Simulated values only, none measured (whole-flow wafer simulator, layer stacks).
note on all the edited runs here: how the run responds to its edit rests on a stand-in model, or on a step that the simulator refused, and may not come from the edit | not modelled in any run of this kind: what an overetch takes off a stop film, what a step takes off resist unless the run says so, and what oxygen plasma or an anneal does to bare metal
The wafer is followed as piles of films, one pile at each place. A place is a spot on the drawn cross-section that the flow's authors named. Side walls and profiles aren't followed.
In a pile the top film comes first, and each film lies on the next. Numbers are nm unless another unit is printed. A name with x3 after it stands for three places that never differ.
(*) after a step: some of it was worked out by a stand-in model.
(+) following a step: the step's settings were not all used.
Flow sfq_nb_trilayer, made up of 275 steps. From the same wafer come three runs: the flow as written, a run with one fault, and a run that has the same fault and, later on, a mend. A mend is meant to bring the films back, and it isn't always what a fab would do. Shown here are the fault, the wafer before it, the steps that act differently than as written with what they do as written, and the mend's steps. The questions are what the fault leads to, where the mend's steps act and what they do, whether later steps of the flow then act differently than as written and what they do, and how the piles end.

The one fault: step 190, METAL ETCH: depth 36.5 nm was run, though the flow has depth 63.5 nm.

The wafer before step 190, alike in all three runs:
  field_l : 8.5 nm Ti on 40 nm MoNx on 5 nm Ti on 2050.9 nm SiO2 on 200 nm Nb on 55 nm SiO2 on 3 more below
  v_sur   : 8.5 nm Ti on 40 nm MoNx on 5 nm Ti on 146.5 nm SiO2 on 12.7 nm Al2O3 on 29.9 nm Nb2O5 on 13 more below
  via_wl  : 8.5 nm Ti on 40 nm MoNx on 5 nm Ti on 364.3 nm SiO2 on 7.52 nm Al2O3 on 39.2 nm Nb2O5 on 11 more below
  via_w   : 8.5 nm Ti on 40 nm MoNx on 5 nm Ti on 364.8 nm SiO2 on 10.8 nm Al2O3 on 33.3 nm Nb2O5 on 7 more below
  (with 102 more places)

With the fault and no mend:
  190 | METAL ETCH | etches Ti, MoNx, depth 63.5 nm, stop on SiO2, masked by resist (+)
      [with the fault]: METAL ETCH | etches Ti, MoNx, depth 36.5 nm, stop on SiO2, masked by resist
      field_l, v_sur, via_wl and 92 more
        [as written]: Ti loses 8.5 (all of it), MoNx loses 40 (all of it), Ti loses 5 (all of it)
        [with the fault]: Ti loses 8.5 (all of it), MoNx loses 28
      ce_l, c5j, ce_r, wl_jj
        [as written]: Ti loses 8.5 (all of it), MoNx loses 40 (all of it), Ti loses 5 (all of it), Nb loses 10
        [with the fault]: Ti loses 8.5 (all of it), MoNx loses 28
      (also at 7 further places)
  Steps further on in the flow that do not act as written (not shown: 10 more steps that differ only slightly, by at most 2% or 0.5 nm, whichever is larger):
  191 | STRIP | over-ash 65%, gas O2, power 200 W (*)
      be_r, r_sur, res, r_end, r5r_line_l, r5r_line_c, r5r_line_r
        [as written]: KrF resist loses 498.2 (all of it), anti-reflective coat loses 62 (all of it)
        [with the fault]: KrF resist loses 509 (all of it), anti-reflective coat loses 62 (all of it)
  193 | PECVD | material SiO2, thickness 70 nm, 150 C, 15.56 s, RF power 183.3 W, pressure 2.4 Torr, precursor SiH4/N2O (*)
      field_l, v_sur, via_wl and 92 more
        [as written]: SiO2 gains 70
        [with the fault]: SiO2 gains 70 (new film)
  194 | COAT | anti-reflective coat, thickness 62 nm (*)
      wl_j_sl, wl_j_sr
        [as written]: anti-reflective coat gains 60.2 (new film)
        [with the fault]: anti-reflective coat gains 62 (new film)
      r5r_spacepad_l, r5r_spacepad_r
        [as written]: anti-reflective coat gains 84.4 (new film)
        [with the fault]: anti-reflective coat gains 77.1 (new film)
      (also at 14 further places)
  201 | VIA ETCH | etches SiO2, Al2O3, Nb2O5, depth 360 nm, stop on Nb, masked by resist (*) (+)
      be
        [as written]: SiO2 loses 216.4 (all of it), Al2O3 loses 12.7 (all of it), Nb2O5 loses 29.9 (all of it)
        [with the fault]: SiO2 loses 69.8 (all of it), MoNx loses 12 (all of it), Ti loses 5 (all of it), SiO2 loses 146.5 (all of it), Al2O3 loses 12.7 (all of it), Nb2O5 loses 29.9 (all of it)
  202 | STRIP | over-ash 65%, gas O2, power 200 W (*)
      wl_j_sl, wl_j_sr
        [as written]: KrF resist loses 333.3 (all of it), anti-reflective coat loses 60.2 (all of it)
        [with the fault]: KrF resist loses 333.2 (all of it), anti-reflective coat loses 62 (all of it)
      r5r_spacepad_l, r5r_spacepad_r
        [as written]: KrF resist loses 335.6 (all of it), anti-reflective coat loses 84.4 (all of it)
        [with the fault]: KrF resist loses 334.9 (all of it), anti-reflective coat loses 77.1 (all of it)
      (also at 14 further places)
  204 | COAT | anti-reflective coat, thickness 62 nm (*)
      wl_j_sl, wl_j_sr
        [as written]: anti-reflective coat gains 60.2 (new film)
        [with the fault]: anti-reflective coat gains 62 (new film)
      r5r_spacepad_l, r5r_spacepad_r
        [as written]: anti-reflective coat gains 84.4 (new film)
        [with the fault]: anti-reflective coat gains 77.1 (new film)
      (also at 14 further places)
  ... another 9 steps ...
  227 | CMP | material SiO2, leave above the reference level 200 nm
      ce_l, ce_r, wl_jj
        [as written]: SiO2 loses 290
        [with the fault]: SiO2 loses 300
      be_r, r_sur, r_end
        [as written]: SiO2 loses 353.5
        [with the fault]: SiO2 loses 336.5
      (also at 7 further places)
  At field_l, v_sur, via_wl and 103 more, the piles at the end differ from the flow's by more than 2% or 0.5 nm, whichever is larger.
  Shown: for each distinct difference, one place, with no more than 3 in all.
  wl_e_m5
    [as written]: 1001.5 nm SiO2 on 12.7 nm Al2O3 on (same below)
    [with the fault]: 855 nm SiO2 on 12 nm MoNx on 5 nm Ti on 146.5 nm SiO2 on 12.7 nm Al2O3 on (same below)
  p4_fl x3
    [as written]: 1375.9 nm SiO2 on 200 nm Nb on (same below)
    [with the fault]: 855 nm SiO2 on 12 nm MoNx on 5 nm Ti on 520.9 nm SiO2 on 200 nm Nb on (same below)
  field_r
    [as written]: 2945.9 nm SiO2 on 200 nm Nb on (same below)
    [with the fault]: 855 nm SiO2 on 12 nm MoNx on 5 nm Ti on 2090.9 nm SiO2 on 200 nm Nb on (same below)

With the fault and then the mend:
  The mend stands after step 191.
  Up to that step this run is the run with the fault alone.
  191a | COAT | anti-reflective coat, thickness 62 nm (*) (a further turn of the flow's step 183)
      p4_fl x3, p4_w1 x9, p4_g1 x2 and 57 more
        anti-reflective coat gains 62 (new film)
      field_l, v_sur, via_wl and 9 more
        anti-reflective coat gains 62.2 (new film)
      be, be_sur, ln_m5, lsp_m
        anti-reflective coat gains 62.3 (new film)
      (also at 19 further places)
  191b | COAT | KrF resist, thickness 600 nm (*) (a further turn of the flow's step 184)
      p4_fl x3, p4_w1 x9, p4_g1 x2 and 57 more
        KrF resist gains 600 (new film)
      via_w, via_wr, via_sp, l0v
        KrF resist gains 600.5 (new film)
      field_l, v_sur, via_wl
        KrF resist gains 600.4 (new film)
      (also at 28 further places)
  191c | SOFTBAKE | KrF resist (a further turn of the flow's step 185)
      leaves every film unchanged at each place that is followed
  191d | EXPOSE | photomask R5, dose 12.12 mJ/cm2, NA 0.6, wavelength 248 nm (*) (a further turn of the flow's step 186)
      leaves every film unchanged at each place that is followed
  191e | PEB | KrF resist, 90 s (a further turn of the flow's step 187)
      field_l, v_sur, via_wl and 78 more
        KrF resist loses 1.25
      wire, be, be_sur and 13 more
        KrF resist loses 1.26
      be_r, r_sur, res, r_end
        KrF resist loses 1.22
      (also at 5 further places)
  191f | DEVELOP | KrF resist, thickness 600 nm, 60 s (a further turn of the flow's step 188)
      p4_fl x3, p4_w1 x9, p4_g1 x2 and 57 more
        KrF resist loses 598.7 (all of it)
      be_r, r_sur, res, r_end, r5r_line_l, r5r_line_c, r5r_line_r
        KrF resist loses 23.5
      v_sur, via_wl, via_w, via_wr
        KrF resist loses 599.2 (all of it)
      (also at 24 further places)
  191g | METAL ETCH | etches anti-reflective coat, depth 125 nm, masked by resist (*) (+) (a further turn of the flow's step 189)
      p4_fl x3, p4_w1 x9, p4_g1 x2 and 57 more
        anti-reflective coat loses 62 (all of it)
      field_l, v_sur, via_wl and 9 more
        anti-reflective coat loses 62.2 (all of it)
      be_r, r_sur, res, r_end, r5r_line_l, r5r_line_c, r5r_line_r
        KrF resist loses 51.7
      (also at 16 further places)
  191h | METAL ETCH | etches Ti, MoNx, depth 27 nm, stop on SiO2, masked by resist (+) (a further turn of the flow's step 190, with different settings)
      field_l, v_sur, via_wl and 92 more
        MoNx loses 12 (all of it), Ti loses 5 (all of it)
      be_r, r_sur, res, r_end, r5r_line_l, r5r_line_c, r5r_line_r
        KrF resist loses 10.8
      ce_l, c5j, ce_r, wl_jj
        MoNx loses 12 (all of it), Ti loses 5 (all of it), Nb loses 10
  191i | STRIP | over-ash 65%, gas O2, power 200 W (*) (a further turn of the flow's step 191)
      r5r_line_l, r5r_line_c, r5r_line_r
        KrF resist loses 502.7 (all of it), anti-reflective coat loses 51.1 (all of it)
      be_r
        KrF resist loses 497.7 (all of it), anti-reflective coat loses 55.7 (all of it)
      r_sur
        KrF resist loses 497.6 (all of it), anti-reflective coat loses 58.7 (all of it)
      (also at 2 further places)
  Later steps of the flow that are run all act as written at every place that is followed.
  By the end, the piles equal the flow's at every place that both follow.
